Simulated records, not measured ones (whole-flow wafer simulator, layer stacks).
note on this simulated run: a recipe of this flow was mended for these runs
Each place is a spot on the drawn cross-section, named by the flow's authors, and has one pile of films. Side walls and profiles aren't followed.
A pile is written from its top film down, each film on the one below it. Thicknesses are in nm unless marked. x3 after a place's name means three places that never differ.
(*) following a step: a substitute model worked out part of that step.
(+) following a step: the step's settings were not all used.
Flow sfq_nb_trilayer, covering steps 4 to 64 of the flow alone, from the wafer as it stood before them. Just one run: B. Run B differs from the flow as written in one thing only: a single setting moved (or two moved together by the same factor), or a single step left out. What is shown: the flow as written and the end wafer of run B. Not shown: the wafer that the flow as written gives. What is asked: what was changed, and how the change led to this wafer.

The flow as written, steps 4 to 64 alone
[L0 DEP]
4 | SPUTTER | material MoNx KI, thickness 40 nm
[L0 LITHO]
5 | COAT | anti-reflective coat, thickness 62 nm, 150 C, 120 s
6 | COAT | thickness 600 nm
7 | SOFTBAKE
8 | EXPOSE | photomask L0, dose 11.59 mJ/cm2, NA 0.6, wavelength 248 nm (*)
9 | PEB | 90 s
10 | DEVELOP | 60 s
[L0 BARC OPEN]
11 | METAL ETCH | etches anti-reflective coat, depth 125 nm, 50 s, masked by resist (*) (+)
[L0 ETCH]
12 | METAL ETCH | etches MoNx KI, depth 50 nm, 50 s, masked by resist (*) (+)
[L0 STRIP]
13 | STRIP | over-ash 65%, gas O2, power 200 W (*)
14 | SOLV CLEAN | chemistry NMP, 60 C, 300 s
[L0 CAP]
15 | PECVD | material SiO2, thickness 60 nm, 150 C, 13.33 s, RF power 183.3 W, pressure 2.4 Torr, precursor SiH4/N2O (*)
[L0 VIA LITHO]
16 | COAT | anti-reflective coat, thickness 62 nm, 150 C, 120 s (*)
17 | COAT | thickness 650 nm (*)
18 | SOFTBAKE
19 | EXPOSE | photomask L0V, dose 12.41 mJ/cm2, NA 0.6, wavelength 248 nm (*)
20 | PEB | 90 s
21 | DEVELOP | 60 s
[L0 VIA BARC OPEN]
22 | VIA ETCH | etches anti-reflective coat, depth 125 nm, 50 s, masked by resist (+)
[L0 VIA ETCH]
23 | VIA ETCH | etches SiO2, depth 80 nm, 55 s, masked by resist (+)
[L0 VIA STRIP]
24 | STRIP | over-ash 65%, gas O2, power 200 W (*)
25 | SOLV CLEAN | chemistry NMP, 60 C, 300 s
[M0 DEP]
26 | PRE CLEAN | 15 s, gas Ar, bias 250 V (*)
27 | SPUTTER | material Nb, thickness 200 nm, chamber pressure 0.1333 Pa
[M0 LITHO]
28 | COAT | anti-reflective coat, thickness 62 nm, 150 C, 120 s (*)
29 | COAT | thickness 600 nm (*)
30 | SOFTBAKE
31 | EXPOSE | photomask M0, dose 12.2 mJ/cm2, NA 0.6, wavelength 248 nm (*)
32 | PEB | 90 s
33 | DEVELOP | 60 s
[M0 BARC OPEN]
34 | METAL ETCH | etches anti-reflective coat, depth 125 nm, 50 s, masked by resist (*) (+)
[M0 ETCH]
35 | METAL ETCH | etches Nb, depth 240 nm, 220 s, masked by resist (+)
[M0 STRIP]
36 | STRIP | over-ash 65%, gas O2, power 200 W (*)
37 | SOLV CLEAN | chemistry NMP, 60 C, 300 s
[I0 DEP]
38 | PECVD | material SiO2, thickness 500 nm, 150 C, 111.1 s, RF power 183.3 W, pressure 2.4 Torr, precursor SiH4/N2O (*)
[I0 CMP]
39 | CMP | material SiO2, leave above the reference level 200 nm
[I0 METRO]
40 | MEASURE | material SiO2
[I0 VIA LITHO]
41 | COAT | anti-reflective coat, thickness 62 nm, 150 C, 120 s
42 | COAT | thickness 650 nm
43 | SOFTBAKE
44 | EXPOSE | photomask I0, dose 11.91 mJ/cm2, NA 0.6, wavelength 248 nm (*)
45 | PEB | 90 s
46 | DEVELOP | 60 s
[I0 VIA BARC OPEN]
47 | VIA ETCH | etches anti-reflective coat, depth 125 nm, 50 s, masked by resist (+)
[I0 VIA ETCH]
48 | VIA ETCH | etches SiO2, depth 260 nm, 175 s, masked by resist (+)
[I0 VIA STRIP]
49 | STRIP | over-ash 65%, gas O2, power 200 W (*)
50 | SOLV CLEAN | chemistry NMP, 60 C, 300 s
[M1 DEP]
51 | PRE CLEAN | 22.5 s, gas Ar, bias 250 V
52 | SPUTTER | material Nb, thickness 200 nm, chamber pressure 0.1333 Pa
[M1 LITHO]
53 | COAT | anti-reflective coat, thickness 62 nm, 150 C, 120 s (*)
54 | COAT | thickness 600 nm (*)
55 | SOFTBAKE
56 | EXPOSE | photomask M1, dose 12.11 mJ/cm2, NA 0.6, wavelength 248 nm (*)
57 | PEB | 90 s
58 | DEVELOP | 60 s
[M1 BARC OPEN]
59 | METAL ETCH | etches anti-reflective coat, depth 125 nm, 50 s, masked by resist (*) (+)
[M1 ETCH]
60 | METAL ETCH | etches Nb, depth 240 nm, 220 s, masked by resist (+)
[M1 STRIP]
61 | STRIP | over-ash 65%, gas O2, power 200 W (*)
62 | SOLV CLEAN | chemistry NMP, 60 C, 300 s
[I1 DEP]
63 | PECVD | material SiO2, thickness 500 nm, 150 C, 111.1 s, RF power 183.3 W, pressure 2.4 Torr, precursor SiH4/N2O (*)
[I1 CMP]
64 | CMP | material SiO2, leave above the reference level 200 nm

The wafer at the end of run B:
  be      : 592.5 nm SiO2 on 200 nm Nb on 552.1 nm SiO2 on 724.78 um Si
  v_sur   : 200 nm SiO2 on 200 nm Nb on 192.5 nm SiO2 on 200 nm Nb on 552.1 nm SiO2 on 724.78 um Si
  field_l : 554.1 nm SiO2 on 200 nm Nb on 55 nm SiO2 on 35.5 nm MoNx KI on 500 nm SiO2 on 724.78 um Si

The reason: step 4, SPUTTER: thickness 35.5 nm was run, whereas the flow has thickness 40 nm.
The wafer lets one read it off: field_l has MoNx KI 35.5, and step 4 as written asks for 40 nm.

How this came from the change, step by step:
  4 | SPUTTER | material MoNx KI, thickness 40 nm
      field_l, v_sur, via_wl and 103 more: +35.5 MoNx KI (new film) (as written it would have been: +40 MoNx KI (new film))
  12 | METAL ETCH | etches MoNx KI, depth 50 nm, 50 s, masked by resist (*) (+)
      v_sur, via_wl, via_w and 97 more: -35.5 MoNx KI (all of it), -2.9 SiO2 (as written it would have been: -40 MoNx KI (all of it), -2 SiO2)
  16 | COAT | anti-reflective coat, thickness 62 nm, 150 C, 120 s (*)
      l0_sur: +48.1 anti-reflective coat (new film) (as written it would have been: +46.9 anti-reflective coat (new film))
      l0r_space_c: +88.6 anti-reflective coat (new film) (as written it would have been: +91 anti-reflective coat (new film))
  24 | STRIP | over-ash 65%, gas O2, power 200 W (*)
      l0_sur: -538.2 KrF-resist-other-grade (all of it), -48.1 anti-reflective coat (all of it) (as written it would have been: -537.9 KrF-resist-other-grade (all of it), -46.9 anti-reflective coat (all of it))
      l0r_space_c: -546.6 KrF-resist-other-grade (all of it), -88.6 anti-reflective coat (all of it) (as written it would have been: -547.1 KrF-resist-other-grade (all of it), -91 anti-reflective coat (all of it))
  28 | COAT | anti-reflective coat, thickness 62 nm, 150 C, 120 s (*)
      l0_sur: +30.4 anti-reflective coat (new film) (as written it would have been: +29.3 anti-reflective coat (new film))
      l0r_space_c: +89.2 anti-reflective coat (new film) (as written it would have been: +91.7 anti-reflective coat (new film))
  36 | STRIP | over-ash 65%, gas O2, power 200 W (*)
      l0_sur: -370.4 KrF-resist-other-grade (all of it), -30.4 anti-reflective coat (all of it) (as written it would have been: -370 KrF-resist-other-grade (all of it), -29.3 anti-reflective coat (all of it))
      l0r_space_c: -369 KrF-resist-other-grade (all of it), -89.2 anti-reflective coat (all of it) (as written it would have been: -369.5 KrF-resist-other-grade (all of it), -91.7 anti-reflective coat (all of it))
